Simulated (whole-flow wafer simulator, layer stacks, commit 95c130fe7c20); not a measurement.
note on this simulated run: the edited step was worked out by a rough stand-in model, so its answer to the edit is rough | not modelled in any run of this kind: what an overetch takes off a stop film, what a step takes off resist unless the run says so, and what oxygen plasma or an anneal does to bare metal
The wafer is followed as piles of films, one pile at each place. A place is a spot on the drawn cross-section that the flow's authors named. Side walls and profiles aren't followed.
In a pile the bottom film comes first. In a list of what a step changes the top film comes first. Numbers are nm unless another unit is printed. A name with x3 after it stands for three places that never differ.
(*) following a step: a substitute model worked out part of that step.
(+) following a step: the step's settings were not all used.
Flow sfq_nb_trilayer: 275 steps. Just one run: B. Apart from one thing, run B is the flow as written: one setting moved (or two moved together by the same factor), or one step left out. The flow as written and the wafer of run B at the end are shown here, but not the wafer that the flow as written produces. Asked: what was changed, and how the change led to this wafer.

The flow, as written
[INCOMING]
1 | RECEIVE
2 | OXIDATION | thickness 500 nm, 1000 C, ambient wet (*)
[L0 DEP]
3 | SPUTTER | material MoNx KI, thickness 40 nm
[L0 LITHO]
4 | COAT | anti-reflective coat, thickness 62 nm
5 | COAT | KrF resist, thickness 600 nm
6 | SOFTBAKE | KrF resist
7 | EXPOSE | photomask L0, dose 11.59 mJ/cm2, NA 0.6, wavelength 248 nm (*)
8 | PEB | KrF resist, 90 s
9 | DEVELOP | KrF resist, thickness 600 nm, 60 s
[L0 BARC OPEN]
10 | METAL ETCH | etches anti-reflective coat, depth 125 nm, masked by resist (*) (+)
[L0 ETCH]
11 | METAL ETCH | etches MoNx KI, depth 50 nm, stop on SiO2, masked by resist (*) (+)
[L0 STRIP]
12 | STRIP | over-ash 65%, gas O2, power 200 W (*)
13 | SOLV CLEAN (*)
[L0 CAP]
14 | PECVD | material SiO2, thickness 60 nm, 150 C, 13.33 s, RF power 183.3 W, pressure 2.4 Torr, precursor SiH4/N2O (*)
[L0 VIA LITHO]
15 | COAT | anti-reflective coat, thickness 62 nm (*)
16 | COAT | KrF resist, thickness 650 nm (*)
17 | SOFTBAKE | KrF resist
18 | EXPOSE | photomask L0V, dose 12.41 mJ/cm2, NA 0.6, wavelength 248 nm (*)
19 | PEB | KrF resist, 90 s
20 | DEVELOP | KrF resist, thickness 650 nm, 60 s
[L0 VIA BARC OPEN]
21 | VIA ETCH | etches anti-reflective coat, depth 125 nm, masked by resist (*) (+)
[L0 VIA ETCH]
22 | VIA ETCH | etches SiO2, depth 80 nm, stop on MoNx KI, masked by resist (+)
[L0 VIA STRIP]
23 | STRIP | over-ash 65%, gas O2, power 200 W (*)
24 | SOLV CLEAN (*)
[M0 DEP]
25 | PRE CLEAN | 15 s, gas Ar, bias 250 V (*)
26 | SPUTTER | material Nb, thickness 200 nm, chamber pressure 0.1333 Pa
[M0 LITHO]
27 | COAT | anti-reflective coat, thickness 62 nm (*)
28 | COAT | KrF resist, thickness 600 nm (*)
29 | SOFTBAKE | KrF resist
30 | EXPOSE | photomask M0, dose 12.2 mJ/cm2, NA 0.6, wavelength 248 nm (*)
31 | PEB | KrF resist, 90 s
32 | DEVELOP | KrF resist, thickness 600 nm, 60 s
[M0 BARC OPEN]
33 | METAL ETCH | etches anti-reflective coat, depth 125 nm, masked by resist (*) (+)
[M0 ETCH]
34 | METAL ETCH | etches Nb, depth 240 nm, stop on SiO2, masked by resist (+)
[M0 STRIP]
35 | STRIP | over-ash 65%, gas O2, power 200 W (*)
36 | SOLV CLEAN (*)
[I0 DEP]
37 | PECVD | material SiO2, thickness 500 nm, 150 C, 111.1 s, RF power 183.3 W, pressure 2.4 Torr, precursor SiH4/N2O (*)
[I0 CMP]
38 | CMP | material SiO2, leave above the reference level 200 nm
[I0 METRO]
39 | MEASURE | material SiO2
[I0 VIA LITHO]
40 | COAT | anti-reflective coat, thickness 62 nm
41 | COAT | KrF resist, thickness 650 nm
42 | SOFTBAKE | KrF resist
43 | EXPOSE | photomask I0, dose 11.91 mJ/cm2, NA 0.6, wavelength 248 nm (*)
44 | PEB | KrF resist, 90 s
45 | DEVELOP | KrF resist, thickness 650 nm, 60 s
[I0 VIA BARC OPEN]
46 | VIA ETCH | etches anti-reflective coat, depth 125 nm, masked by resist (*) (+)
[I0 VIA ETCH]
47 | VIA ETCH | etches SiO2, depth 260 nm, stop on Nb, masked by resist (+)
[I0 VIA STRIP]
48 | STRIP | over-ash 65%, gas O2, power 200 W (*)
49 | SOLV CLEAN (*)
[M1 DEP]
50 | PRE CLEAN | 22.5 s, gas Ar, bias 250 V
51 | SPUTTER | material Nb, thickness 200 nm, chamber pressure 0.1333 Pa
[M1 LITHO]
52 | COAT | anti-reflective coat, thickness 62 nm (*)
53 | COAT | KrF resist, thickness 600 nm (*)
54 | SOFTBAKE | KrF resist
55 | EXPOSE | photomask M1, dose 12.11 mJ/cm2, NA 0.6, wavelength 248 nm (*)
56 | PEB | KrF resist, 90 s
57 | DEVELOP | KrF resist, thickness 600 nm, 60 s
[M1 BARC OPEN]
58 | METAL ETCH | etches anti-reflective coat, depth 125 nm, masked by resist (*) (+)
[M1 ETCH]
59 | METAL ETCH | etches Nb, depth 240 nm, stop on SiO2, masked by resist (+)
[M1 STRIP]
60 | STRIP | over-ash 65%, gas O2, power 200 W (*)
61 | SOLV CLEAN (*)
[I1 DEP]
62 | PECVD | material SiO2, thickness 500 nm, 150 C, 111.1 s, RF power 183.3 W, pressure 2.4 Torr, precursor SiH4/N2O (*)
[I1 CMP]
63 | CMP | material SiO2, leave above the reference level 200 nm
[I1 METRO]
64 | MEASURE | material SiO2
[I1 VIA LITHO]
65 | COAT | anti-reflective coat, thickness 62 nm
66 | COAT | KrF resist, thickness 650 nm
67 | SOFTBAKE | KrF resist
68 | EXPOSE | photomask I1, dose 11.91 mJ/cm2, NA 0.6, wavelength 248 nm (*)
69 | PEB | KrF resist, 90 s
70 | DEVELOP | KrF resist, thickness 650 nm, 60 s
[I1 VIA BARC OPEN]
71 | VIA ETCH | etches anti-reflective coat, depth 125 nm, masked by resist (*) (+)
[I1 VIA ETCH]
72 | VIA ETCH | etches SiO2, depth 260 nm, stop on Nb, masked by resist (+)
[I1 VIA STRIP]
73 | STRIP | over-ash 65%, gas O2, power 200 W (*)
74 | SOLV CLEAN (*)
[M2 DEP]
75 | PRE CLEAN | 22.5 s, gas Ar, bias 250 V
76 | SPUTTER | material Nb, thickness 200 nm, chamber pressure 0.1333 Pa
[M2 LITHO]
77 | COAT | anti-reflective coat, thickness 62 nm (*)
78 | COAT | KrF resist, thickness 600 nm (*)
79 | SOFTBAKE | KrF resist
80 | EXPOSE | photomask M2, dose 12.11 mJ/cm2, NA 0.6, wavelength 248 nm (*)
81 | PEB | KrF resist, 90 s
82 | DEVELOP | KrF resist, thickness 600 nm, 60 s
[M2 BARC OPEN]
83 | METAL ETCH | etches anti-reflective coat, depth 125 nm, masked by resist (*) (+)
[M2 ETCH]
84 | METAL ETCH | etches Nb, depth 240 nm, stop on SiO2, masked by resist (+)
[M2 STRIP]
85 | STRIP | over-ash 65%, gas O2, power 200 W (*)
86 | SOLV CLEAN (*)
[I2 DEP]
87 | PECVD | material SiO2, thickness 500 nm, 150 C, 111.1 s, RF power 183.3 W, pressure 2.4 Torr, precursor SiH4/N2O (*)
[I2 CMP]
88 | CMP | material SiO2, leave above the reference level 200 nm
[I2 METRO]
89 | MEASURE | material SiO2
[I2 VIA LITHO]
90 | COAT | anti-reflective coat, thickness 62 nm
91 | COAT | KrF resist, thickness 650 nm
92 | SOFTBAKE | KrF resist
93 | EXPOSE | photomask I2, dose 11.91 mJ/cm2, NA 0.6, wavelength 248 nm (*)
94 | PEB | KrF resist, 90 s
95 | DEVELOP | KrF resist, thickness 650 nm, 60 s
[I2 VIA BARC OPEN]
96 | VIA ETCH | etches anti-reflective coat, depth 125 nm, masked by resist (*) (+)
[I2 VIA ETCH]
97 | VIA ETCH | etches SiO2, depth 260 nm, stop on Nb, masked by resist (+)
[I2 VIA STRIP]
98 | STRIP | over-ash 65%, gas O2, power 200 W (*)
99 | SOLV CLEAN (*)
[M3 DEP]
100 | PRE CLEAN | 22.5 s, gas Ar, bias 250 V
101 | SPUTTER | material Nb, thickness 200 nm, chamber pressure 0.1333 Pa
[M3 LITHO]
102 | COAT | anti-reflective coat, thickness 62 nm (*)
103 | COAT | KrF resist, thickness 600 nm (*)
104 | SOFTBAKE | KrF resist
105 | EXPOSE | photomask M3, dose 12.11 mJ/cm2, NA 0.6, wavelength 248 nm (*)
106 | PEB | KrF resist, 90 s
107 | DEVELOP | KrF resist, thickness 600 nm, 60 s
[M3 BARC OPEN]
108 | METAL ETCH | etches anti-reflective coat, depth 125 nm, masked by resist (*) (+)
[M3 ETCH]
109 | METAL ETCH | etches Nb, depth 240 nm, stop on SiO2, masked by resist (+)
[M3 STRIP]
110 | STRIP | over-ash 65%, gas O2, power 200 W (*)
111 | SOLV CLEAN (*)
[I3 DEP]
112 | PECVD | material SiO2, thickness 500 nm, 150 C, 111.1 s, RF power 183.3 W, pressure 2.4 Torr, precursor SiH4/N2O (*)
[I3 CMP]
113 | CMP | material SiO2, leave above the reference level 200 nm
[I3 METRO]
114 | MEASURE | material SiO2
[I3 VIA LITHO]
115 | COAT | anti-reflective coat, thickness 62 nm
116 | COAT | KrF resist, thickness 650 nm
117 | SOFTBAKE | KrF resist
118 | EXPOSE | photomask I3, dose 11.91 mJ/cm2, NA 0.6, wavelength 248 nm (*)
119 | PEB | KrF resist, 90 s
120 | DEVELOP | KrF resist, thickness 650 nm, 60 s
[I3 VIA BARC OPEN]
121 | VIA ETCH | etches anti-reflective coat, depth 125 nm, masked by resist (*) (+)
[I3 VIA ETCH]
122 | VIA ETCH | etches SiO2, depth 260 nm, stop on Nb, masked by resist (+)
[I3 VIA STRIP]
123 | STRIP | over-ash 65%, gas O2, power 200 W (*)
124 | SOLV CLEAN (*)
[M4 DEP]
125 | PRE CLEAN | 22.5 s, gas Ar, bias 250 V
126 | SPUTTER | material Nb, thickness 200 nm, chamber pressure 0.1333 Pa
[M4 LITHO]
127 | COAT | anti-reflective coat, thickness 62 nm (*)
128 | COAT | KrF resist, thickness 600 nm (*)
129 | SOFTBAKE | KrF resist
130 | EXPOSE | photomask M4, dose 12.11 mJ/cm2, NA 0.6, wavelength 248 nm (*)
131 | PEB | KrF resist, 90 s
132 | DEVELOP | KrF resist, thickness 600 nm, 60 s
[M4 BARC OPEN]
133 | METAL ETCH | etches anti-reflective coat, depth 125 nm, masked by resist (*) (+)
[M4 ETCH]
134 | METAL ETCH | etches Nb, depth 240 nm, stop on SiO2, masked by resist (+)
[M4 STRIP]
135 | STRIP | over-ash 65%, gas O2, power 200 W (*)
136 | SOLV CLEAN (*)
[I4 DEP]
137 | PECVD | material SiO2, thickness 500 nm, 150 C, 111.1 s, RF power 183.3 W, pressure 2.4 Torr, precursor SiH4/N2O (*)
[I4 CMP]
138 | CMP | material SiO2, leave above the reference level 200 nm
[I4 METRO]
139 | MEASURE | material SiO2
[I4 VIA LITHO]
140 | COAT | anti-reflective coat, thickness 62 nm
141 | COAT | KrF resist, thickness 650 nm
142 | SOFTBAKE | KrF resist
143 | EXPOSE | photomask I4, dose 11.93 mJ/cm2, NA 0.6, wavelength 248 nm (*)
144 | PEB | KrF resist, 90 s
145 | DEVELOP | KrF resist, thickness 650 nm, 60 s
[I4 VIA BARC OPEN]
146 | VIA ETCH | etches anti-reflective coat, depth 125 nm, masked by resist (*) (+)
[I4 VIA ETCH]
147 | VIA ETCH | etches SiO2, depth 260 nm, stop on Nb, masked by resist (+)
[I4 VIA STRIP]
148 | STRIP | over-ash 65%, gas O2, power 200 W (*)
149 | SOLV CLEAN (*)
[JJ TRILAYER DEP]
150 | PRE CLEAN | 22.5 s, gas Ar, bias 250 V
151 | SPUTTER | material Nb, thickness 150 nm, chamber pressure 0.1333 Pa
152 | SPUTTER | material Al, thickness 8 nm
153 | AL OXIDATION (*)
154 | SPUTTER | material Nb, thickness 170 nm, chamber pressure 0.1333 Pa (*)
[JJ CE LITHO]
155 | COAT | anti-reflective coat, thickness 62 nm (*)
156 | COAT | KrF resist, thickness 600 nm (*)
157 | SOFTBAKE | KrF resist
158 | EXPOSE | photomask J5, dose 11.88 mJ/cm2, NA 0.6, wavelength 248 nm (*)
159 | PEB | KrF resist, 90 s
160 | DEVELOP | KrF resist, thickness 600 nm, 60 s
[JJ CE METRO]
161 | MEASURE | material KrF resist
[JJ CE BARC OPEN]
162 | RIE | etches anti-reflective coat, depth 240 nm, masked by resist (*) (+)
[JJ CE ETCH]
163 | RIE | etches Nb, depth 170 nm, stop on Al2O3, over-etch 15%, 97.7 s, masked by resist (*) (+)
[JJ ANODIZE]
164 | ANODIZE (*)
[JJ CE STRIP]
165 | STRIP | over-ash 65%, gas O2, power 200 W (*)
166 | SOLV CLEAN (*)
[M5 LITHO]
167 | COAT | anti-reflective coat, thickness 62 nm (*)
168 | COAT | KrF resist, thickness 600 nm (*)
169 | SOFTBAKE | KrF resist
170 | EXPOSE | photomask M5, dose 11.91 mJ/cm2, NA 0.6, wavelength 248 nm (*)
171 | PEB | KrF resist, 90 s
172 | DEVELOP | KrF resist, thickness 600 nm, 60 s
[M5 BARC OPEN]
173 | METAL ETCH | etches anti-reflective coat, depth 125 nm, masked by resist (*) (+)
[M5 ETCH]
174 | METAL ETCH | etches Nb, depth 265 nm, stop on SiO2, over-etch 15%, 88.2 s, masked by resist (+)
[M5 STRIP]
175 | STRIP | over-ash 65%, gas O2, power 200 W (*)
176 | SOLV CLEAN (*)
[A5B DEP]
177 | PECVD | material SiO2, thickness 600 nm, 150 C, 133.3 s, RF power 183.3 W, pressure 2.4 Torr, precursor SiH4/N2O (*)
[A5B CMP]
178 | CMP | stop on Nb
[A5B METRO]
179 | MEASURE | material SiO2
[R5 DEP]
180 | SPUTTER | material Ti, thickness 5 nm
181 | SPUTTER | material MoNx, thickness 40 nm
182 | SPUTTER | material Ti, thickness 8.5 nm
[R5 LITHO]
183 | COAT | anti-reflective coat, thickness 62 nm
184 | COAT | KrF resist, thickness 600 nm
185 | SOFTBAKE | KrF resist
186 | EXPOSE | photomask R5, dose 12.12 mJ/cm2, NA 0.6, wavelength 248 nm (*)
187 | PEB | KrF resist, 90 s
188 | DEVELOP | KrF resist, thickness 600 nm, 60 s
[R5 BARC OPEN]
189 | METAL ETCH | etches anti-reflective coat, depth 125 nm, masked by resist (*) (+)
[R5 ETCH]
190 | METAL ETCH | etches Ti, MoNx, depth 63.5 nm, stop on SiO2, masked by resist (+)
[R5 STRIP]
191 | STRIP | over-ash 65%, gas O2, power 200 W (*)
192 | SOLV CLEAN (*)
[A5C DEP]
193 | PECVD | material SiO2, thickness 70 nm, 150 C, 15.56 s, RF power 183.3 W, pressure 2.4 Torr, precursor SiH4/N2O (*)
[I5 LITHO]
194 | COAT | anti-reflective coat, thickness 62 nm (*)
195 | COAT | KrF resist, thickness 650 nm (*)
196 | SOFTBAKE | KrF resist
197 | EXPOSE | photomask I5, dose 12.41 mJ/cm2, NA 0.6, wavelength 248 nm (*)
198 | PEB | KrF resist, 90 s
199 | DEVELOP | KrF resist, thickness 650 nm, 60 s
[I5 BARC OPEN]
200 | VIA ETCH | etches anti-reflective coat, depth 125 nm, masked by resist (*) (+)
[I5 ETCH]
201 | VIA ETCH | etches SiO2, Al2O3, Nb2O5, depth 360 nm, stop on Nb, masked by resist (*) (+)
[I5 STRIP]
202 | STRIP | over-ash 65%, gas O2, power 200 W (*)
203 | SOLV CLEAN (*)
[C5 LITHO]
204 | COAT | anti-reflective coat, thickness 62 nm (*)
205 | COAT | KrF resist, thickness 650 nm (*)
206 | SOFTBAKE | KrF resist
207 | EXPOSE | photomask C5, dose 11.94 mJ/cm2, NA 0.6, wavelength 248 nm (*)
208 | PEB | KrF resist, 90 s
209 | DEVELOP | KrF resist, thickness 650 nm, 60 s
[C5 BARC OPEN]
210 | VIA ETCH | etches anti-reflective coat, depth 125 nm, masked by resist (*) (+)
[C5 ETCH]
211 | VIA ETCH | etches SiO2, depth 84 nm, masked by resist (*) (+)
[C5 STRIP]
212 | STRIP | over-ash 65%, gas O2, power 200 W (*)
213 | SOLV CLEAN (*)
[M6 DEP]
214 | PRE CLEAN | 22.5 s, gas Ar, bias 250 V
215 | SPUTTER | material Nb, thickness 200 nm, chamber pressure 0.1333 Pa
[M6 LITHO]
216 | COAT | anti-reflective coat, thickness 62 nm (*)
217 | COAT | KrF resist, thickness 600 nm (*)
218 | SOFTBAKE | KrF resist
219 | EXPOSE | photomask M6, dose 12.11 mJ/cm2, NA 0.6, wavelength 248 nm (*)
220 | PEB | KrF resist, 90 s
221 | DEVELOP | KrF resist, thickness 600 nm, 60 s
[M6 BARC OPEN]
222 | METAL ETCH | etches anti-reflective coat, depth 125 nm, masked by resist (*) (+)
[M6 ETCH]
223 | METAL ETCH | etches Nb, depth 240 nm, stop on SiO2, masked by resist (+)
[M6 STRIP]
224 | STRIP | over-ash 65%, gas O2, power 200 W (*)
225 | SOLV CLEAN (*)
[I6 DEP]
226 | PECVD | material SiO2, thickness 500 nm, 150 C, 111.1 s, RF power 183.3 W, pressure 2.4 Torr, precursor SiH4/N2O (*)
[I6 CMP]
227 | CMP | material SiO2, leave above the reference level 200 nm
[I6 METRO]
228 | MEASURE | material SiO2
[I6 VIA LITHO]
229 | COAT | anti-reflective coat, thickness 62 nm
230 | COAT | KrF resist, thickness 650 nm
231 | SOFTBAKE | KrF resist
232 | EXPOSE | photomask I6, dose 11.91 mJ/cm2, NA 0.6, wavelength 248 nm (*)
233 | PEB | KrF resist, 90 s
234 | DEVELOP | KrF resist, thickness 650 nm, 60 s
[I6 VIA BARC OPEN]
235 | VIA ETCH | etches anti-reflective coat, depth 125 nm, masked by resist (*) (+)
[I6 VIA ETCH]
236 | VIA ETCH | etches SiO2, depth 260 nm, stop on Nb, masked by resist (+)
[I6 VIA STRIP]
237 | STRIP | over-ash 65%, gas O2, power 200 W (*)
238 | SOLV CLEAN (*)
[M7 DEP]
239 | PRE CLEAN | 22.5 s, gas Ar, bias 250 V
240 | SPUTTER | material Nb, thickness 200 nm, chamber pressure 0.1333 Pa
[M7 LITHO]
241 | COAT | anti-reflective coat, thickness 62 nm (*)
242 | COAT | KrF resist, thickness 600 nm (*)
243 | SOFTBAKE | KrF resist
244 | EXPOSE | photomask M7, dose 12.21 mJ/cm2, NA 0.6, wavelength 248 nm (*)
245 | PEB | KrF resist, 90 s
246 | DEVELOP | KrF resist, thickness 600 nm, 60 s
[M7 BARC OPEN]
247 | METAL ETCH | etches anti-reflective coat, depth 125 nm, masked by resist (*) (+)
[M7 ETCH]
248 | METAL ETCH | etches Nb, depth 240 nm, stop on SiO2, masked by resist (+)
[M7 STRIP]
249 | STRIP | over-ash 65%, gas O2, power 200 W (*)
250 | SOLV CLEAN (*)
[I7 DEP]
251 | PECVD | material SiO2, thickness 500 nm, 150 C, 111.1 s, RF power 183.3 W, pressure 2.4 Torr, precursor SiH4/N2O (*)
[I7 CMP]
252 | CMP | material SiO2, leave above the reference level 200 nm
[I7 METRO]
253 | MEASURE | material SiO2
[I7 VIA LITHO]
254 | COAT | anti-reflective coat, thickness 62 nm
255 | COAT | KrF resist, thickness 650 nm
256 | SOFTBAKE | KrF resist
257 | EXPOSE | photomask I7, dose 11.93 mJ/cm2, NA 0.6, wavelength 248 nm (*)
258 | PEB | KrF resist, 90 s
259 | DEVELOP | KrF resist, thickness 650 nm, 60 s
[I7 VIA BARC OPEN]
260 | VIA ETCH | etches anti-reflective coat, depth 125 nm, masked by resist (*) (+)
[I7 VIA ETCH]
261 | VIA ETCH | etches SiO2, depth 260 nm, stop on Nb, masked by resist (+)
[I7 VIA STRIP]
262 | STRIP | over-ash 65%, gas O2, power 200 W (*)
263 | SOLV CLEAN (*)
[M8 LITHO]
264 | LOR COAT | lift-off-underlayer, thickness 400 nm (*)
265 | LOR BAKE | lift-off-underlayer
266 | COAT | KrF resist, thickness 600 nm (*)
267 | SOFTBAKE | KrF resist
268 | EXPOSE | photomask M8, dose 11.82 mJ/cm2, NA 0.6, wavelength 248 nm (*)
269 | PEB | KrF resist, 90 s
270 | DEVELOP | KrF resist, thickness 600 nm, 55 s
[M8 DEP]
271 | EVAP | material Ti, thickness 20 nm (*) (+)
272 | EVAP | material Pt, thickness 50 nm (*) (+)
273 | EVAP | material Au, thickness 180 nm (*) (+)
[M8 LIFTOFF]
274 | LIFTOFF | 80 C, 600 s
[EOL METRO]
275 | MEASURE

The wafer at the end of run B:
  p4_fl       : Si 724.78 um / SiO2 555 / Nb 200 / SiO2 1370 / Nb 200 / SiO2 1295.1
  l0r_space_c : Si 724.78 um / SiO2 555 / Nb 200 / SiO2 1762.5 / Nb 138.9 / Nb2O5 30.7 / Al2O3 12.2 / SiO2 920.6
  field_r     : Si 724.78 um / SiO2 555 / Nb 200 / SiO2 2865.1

What caused this: step 154, SPUTTER: thickness 89.2 nm was run, while the flow as written has thickness 170 nm.

The path from the change to this, step by step:
  154 | SPUTTER | material Nb, thickness 170 nm, chamber pressure 0.1333 Pa (*)
      field_l, v_sur, via_sp and 100 more: Nb gains 89.2 (new film) (as written it would have been: Nb gains 170 (new film))
      via_wl, via_wr: Nb gains 73.6 (new film) (as written it would have been: Nb gains 140.7 (new film))
      (and at 1 other place as well)
  155 | COAT | anti-reflective coat, thickness 62 nm (*)
      via_wl, via_wr: anti-reflective coat gains 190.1 (new film) (as written it would have been: anti-reflective coat gains 209.4 (new film))
      via_w: anti-reflective coat gains 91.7 (new film) (as written it would have been: anti-reflective coat gains 97.4 (new film))
  162 | RIE | etches anti-reflective coat, depth 240 nm, masked by resist (*) (+)
      ce_l, c5j, ce_r, wl_jj: KrF resist loses 190.1 (as written it would have been: KrF resist loses 209.4)
      via_wl, via_wr: anti-reflective coat loses 190.1 (all of it) (as written it would have been: anti-reflective coat loses 209.4 (all of it))
      (and at 1 other place as well)
  163 | RIE | etches Nb, depth 170 nm, stop on Al2O3, over-etch 15%, 97.7 s, masked by resist (*) (+)
      field_l, v_sur, via_sp and 96 more: Nb loses 89.2 (all of it), Al2O3 loses 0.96 (all of it) (as written it would have been: Nb loses 170 (all of it), Al2O3 loses 0.51)
      via_wl, via_wr: Nb loses 73.6 (all of it), Al2O3 loses 0.96 (all of it) (as written it would have been: Nb loses 140.7 (all of it), Al2O3 loses 0.96 (all of it))
      (and at 1 other place as well)
  164 | ANODIZE (*)
      field_l, v_sur, via_sp and 96 more: Al2O3 gains 12.2 (new film), Nb2O5 gains 30.7 (new film), Al loses 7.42 (all of it), Nb loses 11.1 (as written it would have been: Al2O3 gains 12.2, Nb2O5 gains 29.9 (new film), Al loses 7.42 (all of it), Nb loses 10.8)
  165 | STRIP | over-ash 65%, gas O2, power 200 W (*)
      c5j, ce_r: KrF resist loses 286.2 (all of it), anti-reflective coat loses 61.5 (all of it) (as written it would have been: KrF resist loses 266.9 (all of it), anti-reflective coat loses 61.5 (all of it))
      ce_l: KrF resist loses 286.1 (all of it), anti-reflective coat loses 61.5 (all of it) (as written it would have been: KrF resist loses 266.8 (all of it), anti-reflective coat loses 61.4 (all of it))
      (and at 1 other place as well)
  167 | COAT | anti-reflective coat, thickness 62 nm (*)
      wl_j_sl, wl_j_sr: anti-reflective coat gains 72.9 (new film) (as written it would have been: anti-reflective coat gains 83.3 (new film))
      gap: anti-reflective coat gains 61.1 (new film) (as written it would have been: anti-reflective coat gains 58.9 (new film))
      (and at 8 other places as well)
  168 | COAT | KrF resist, thickness 600 nm (*)
      ce_l: KrF resist gains 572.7 (new film) (as written it would have been: KrF resist gains 528.3 (new film))
      c5j: KrF resist gains 559.4 (new film) (as written it would have been: KrF resist gains 507.6 (new film))
      (and at 2 other places as well)
  173 | METAL ETCH | etches anti-reflective coat, depth 125 nm, masked by resist (*) (+)
      wl_a_sl: anti-reflective coat loses 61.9 (all of it) (as written it would have been: anti-reflective coat loses 59.7 (all of it), Al2O3 loses 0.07)
  174 | METAL ETCH | etches Nb, depth 265 nm, stop on SiO2, over-etch 15%, 88.2 s, masked by resist (+)
      field_l, r_sur, res and 50 more: Al2O3 loses 12.2 (all of it), Nb2O5 loses 30.7 (all of it), Nb loses 138.9 (all of it), SiO2 loses 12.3 (as written it would have been: Al2O3 loses 12.6 (all of it), Nb2O5 loses 29.9 (all of it), Nb loses 139.2 (all of it), SiO2 loses 12.3)
  175 | STRIP | over-ash 65%, gas O2, power 200 W (*)
      wl_j_sl, wl_j_sr: KrF resist loses 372 (all of it), anti-reflective coat loses 72.9 (all of it) (as written it would have been: KrF resist loses 378 (all of it), anti-reflective coat loses 83.3 (all of it))
      gap: KrF resist loses 374.4 (all of it), anti-reflective coat loses 61.1 (all of it) (as written it would have been: KrF resist loses 383.4 (all of it), anti-reflective coat loses 58.9 (all of it))
      (and at 7 other places as well)
  178 | CMP | stop on Nb
      v_sur, via_sp, via_v and 43 more: SiO2 loses 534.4 (as written it would have been: SiO2 loses 453.5)
      field_l, p4_fl, p4_fm and 39 more: SiO2 loses 340.1 (as written it would have been: SiO2 loses 259.3)
      (and at 14 other places as well)
  201 | VIA ETCH | etches SiO2, Al2O3, Nb2O5, depth 360 nm, stop on Nb, masked by resist (*) (+)
      be: SiO2 loses 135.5 (all of it), Al2O3 loses 12.2 (all of it), Nb2O5 loses 30.7 (all of it) (as written it would have been: SiO2 loses 216.4 (all of it), Al2O3 loses 12.7 (all of it), Nb2O5 loses 29.9 (all of it))
  204 | COAT | anti-reflective coat, thickness 62 nm (*)
      wire: anti-reflective coat gains 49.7 (new film) (as written it would have been: anti-reflective coat gains 47.4 (new film))
      be: anti-reflective coat gains 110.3 (new film) (as written it would have been: anti-reflective coat gains 122.2 (new film))
      (and at 1 other place as well)
  205 | COAT | KrF resist, thickness 650 nm (*)
      be: KrF resist gains 757.7 (new film) (as written it would have been: KrF resist gains 815.3 (new film))
  212 | STRIP | over-ash 65%, gas O2, power 200 W (*)
      wire: KrF resist loses 560.4 (all of it), anti-reflective coat loses 49.7 (all of it) (as written it would have been: KrF resist loses 555.8 (all of it), anti-reflective coat loses 47.4 (all of it))
      be: KrF resist loses 670.6 (all of it), anti-reflective coat loses 110.3 (all of it) (as written it would have been: KrF resist loses 728.2 (all of it), anti-reflective coat loses 122.2 (all of it))
      (and at 1 other place as well)
  ... 4 other steps ...
  226 | PECVD | material SiO2, thickness 500 nm, 150 C, 111.1 s, RF power 183.3 W, pressure 2.4 Torr, precursor SiH4/N2O (*)
      be: SiO2 gains 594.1 (new film) (as written it would have been: SiO2 gains 693.5 (new film))
